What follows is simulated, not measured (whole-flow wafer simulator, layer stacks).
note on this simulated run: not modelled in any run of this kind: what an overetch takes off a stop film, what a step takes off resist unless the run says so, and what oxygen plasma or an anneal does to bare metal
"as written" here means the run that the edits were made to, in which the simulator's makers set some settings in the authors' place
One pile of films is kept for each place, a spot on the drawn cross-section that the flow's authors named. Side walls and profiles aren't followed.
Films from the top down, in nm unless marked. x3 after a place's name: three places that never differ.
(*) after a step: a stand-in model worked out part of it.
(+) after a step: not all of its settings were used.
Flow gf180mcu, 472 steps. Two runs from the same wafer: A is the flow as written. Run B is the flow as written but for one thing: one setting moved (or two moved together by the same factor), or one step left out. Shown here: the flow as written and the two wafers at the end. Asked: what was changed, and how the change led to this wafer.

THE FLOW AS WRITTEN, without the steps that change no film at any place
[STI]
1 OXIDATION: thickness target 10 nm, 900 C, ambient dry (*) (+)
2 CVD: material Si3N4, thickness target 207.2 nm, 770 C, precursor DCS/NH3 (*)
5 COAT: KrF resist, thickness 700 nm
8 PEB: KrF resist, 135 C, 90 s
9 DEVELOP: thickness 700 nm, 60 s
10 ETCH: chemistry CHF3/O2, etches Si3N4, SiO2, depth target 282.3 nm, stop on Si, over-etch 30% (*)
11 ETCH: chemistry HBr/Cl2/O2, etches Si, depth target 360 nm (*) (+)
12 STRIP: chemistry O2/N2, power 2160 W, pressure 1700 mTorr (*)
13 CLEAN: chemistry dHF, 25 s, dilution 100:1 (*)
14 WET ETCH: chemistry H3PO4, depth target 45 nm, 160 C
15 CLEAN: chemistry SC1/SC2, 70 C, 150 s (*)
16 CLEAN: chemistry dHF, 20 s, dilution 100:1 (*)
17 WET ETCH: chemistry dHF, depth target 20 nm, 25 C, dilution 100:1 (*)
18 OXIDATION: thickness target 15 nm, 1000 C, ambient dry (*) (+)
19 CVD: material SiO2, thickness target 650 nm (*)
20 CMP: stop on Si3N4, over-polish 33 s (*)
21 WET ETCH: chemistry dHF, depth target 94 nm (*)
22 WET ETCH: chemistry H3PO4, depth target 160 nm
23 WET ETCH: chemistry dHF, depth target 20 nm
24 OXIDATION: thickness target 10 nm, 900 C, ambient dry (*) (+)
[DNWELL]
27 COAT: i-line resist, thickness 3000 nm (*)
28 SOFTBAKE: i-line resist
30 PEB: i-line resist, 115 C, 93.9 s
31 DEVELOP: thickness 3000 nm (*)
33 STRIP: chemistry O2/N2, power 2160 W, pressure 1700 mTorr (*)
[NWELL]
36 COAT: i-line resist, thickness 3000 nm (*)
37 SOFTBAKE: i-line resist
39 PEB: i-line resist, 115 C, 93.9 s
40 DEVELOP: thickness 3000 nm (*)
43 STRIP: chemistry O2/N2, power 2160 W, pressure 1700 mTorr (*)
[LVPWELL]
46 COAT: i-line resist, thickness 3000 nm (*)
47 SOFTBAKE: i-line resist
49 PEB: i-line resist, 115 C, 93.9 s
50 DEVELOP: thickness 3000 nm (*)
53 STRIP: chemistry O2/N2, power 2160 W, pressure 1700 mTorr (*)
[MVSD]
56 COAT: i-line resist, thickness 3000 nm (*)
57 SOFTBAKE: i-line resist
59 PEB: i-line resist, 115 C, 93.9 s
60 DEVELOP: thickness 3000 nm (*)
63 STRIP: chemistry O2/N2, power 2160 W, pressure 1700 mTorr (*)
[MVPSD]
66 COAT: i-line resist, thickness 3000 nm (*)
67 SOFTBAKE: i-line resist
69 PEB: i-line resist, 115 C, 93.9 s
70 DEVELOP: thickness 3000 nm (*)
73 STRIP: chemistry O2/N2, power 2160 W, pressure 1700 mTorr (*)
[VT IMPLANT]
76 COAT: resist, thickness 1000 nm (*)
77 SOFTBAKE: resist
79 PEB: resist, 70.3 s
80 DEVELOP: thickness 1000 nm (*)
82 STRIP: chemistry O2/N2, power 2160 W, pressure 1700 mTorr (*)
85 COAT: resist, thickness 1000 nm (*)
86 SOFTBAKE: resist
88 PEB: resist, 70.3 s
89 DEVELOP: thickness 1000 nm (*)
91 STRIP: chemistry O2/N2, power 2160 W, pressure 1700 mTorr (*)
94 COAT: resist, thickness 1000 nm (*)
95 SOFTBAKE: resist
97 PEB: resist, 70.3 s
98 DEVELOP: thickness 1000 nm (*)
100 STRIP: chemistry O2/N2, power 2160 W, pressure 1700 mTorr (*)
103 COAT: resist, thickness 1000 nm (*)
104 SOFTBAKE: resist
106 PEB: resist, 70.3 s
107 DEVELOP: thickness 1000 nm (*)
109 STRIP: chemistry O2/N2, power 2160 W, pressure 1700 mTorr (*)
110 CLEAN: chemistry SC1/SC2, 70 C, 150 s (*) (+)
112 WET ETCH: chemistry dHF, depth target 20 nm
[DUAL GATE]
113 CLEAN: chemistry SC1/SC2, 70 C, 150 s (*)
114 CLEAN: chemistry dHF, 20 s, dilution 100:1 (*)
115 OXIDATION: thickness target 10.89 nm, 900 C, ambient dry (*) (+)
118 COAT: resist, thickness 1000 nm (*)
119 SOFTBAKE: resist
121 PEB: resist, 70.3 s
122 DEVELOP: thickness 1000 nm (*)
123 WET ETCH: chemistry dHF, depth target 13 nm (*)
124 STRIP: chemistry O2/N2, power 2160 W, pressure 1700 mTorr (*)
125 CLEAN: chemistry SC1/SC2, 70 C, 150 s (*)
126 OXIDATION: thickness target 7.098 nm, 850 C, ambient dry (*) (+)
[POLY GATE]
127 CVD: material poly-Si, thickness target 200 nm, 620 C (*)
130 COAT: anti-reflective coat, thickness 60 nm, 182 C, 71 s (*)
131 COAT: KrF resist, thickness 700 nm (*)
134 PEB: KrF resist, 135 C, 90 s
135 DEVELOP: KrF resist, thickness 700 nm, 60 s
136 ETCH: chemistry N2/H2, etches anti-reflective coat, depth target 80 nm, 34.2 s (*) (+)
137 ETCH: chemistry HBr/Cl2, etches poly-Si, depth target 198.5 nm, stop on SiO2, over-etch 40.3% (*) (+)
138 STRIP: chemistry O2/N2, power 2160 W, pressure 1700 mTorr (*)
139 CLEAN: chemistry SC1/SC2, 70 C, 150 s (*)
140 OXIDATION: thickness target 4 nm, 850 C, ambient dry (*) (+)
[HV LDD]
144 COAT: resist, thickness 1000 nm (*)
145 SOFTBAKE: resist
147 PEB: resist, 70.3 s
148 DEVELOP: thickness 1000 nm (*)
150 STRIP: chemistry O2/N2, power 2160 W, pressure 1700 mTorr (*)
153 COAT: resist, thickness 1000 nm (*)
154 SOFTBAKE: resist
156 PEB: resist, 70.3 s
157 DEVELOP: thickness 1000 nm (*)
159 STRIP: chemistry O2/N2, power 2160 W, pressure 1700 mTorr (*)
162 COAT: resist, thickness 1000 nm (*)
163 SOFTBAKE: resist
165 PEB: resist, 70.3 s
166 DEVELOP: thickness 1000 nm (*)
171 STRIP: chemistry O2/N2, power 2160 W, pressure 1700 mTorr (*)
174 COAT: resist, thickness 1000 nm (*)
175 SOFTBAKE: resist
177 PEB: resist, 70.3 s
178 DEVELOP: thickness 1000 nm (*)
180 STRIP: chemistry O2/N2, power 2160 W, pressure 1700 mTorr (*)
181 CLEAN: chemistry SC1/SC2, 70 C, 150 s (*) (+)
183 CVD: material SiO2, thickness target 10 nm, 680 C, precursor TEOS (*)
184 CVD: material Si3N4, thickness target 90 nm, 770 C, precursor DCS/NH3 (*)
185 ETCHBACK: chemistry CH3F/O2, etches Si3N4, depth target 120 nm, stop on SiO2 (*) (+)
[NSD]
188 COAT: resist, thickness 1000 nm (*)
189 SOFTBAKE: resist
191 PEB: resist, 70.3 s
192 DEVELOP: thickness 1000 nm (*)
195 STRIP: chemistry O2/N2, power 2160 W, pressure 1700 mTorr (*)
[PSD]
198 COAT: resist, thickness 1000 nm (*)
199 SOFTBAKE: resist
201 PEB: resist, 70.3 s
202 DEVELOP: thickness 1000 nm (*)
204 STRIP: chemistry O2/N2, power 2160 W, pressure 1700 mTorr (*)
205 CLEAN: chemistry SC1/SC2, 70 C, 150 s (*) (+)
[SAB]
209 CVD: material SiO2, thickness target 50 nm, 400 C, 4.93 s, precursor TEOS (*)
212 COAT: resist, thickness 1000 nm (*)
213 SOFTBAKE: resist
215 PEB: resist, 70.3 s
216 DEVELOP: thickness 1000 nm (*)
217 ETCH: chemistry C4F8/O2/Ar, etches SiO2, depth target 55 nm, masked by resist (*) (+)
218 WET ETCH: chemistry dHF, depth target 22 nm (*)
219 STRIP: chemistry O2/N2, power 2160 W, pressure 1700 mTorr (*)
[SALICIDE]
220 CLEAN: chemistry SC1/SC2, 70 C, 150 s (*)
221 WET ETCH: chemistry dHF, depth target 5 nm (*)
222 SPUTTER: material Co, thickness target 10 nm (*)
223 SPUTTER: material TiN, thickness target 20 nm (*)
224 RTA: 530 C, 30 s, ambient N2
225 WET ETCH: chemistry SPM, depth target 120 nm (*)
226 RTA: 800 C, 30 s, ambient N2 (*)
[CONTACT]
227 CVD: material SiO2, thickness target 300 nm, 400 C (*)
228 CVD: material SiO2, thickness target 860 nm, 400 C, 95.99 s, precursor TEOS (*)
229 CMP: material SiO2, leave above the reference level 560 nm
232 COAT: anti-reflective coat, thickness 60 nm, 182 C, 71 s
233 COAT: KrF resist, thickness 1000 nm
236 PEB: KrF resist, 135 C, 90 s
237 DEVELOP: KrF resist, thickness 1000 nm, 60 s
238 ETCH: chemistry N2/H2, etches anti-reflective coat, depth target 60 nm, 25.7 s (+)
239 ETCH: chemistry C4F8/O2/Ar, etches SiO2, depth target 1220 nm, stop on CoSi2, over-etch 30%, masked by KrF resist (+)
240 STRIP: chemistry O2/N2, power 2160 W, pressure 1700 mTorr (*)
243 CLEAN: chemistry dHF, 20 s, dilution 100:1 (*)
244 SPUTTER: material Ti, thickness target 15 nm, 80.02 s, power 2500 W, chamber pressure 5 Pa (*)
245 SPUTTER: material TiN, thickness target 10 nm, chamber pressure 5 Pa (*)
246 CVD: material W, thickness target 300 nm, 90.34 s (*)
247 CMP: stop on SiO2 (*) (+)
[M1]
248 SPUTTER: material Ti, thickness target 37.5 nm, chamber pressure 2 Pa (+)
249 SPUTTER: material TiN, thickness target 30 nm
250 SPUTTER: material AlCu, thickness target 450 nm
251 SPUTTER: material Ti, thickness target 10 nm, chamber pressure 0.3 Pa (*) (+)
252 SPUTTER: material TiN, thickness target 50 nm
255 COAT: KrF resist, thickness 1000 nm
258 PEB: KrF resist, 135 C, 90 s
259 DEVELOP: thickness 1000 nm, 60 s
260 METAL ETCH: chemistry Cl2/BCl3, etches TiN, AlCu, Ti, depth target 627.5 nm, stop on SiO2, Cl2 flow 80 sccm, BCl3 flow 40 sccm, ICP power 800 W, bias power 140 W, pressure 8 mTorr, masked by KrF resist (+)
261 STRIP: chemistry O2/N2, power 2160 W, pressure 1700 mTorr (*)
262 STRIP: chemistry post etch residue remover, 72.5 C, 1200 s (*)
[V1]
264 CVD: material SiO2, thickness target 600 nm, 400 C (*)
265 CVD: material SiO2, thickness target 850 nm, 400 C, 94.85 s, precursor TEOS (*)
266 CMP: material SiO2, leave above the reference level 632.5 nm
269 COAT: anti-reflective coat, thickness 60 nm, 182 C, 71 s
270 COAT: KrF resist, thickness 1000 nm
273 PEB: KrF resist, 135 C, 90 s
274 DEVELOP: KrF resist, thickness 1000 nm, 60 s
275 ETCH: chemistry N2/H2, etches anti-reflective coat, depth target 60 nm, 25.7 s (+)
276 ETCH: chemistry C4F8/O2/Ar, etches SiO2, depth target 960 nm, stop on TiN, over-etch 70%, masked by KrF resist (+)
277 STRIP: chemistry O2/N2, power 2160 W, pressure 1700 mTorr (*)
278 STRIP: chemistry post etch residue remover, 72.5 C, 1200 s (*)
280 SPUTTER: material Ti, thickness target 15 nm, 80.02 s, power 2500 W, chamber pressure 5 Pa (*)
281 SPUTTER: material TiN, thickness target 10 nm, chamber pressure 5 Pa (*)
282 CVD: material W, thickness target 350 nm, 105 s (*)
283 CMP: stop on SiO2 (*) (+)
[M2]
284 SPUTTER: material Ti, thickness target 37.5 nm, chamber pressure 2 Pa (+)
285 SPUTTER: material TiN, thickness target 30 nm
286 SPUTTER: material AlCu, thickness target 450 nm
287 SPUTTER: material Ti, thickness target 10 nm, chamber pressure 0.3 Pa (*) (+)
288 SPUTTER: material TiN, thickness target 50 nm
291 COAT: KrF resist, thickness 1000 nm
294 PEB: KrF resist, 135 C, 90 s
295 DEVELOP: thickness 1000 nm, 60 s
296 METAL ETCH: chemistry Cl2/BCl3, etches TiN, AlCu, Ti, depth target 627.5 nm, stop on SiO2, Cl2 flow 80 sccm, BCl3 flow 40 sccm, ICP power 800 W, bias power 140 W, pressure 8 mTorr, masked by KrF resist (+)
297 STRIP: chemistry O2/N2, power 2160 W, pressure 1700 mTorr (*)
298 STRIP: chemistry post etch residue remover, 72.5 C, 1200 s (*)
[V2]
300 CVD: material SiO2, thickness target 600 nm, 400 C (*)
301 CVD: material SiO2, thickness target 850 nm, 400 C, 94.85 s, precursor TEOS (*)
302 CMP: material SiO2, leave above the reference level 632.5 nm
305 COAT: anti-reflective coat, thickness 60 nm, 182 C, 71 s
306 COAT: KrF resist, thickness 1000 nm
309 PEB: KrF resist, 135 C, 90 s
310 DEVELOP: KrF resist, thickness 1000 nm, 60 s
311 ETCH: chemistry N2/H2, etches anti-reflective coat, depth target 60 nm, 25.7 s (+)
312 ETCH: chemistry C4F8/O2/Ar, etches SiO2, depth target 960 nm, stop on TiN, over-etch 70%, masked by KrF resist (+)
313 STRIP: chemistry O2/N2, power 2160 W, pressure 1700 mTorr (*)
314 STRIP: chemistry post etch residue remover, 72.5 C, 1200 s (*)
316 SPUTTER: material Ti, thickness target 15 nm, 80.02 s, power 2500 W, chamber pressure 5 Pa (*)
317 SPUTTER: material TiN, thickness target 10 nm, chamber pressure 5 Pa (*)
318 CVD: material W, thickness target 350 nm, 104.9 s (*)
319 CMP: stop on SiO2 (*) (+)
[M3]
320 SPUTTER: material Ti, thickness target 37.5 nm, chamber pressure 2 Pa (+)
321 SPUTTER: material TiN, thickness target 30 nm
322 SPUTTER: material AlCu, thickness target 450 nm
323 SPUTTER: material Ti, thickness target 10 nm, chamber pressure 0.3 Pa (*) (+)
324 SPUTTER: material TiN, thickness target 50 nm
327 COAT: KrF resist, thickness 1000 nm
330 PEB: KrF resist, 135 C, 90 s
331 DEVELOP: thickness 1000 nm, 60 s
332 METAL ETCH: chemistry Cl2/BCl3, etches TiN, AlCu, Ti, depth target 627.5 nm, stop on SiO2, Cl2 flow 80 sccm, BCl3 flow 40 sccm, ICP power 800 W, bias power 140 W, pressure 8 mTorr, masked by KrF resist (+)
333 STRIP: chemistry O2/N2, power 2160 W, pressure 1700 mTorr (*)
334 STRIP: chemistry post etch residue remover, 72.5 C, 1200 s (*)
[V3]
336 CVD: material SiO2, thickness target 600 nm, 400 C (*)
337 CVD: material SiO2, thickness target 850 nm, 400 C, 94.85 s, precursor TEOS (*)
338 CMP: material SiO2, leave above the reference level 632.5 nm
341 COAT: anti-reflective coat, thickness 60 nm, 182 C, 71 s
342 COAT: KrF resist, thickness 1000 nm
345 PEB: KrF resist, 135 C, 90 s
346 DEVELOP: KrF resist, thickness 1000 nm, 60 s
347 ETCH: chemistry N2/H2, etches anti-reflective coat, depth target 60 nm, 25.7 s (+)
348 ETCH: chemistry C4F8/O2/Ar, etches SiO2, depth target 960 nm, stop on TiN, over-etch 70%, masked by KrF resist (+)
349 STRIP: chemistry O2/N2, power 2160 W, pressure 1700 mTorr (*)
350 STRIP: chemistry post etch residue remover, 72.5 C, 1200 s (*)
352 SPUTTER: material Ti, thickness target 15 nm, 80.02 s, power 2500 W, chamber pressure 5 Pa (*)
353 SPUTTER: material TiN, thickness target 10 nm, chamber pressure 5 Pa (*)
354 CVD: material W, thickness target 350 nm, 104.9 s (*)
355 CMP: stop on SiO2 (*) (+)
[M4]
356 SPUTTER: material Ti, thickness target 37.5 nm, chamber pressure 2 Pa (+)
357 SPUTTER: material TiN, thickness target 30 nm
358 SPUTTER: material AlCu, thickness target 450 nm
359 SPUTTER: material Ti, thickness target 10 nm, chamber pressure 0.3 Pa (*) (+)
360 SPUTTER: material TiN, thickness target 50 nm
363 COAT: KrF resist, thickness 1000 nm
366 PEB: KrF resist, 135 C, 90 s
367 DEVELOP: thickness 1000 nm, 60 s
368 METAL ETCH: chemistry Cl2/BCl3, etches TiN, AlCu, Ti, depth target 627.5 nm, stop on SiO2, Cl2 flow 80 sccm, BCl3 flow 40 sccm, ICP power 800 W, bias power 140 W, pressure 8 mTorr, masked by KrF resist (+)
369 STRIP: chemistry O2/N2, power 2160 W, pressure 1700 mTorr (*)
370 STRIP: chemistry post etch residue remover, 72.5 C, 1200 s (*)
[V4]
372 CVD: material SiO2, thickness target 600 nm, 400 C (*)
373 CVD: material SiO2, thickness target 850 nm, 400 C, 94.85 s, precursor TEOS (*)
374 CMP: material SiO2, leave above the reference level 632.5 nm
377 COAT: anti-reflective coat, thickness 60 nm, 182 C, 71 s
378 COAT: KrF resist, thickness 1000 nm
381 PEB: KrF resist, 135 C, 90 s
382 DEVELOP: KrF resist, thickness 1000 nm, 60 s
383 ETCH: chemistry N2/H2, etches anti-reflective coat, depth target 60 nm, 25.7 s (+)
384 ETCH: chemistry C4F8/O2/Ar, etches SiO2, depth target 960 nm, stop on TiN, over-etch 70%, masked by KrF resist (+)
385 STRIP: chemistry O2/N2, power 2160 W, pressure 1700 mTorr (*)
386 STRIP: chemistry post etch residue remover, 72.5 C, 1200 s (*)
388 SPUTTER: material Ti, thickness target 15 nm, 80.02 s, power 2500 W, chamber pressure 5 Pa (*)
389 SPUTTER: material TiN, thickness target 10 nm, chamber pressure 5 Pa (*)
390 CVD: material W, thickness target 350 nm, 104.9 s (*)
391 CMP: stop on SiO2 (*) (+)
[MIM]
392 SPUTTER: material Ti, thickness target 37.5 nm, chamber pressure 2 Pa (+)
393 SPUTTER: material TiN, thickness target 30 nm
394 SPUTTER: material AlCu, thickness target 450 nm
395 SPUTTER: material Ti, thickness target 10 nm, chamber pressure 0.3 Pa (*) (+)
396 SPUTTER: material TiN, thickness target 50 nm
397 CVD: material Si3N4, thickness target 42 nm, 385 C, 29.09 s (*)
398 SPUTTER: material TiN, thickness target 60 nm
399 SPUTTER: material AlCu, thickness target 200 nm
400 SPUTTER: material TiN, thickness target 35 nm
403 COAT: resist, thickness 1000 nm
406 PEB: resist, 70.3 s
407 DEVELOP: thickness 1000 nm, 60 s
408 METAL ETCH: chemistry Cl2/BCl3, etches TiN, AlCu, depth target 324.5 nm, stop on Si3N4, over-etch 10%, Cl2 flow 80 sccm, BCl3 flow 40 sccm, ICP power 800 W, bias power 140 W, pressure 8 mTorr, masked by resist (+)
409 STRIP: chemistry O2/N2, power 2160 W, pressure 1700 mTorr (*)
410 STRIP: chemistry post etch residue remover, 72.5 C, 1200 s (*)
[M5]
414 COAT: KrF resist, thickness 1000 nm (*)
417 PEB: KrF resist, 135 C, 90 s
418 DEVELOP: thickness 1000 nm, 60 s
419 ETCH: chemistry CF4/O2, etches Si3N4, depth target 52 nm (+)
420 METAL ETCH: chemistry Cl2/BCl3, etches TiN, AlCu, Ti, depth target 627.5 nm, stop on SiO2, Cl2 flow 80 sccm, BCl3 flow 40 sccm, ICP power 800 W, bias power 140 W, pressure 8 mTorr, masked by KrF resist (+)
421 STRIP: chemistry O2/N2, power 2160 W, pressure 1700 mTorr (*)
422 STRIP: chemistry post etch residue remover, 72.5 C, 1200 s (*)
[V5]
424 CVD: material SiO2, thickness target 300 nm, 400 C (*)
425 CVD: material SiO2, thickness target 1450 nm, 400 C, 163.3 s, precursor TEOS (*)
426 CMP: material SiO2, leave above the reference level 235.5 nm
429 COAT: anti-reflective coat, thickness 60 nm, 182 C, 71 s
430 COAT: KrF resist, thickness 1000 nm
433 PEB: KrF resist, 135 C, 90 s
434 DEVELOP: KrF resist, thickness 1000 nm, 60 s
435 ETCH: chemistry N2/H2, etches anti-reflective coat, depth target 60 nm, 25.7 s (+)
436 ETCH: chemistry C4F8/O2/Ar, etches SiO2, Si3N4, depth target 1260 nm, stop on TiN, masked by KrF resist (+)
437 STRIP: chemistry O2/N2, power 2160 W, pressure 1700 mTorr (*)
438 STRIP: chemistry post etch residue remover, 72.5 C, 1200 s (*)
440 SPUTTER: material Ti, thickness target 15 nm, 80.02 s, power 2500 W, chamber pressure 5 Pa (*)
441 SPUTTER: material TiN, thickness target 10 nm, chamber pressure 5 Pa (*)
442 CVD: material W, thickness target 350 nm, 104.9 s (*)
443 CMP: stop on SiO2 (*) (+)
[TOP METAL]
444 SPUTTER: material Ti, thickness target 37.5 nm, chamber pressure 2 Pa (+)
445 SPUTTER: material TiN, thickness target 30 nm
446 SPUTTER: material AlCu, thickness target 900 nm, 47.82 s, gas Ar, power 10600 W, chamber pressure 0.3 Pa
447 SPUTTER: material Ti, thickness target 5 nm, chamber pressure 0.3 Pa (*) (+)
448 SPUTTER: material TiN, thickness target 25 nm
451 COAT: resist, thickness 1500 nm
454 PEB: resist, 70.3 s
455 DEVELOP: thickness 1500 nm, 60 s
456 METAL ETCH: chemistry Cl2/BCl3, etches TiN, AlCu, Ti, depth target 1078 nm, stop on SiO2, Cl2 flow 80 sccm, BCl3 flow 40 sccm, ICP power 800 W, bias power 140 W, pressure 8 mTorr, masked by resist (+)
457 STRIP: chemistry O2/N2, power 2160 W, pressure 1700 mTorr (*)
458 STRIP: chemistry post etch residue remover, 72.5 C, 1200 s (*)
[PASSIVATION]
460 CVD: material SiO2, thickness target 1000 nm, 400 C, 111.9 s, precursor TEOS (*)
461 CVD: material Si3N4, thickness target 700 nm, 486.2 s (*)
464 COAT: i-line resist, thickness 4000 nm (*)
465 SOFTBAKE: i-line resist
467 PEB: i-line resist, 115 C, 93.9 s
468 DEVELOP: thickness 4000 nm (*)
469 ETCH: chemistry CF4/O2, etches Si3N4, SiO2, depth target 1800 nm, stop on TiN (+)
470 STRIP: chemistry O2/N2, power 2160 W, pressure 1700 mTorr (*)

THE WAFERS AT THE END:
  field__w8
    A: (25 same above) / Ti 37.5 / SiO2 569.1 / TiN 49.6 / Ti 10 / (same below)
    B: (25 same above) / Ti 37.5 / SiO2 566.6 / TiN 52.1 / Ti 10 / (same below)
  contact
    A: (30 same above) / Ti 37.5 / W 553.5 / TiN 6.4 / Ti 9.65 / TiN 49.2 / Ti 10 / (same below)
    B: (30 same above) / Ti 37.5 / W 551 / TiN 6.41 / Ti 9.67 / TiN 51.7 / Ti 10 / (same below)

The cause: step 288, SPUTTER: thickness target 52.5 nm was run, where the flow has thickness target 50 nm.

How the change led to this, step by step:
  288 SPUTTER: material TiN, thickness target 50 nm
      field, field__w1, field__w2 and 108 more: A TiN +50 (new film) | B TiN +52.5 (new film)
  296 METAL ETCH: chemistry Cl2/BCl3, etches TiN, AlCu, Ti, depth target 627.5 nm, stop on SiO2, Cl2 flow 80 sccm, BCl3 flow 40 sccm, ICP power 800 W, bias power 140 W, pressure 8 mTorr, masked by KrF resist (+)
      field, field__w1, field__w2 and 103 more: A TiN -50 (all of it), Ti -10 (all of it), AlCu -450 (all of it), TiN -30 (all of it), Ti -37.5 (all of it) | B TiN -52.5 (all of it), Ti -10 (all of it), AlCu -450 (all of it), TiN -30 (all of it), Ti -37.5 (all of it)
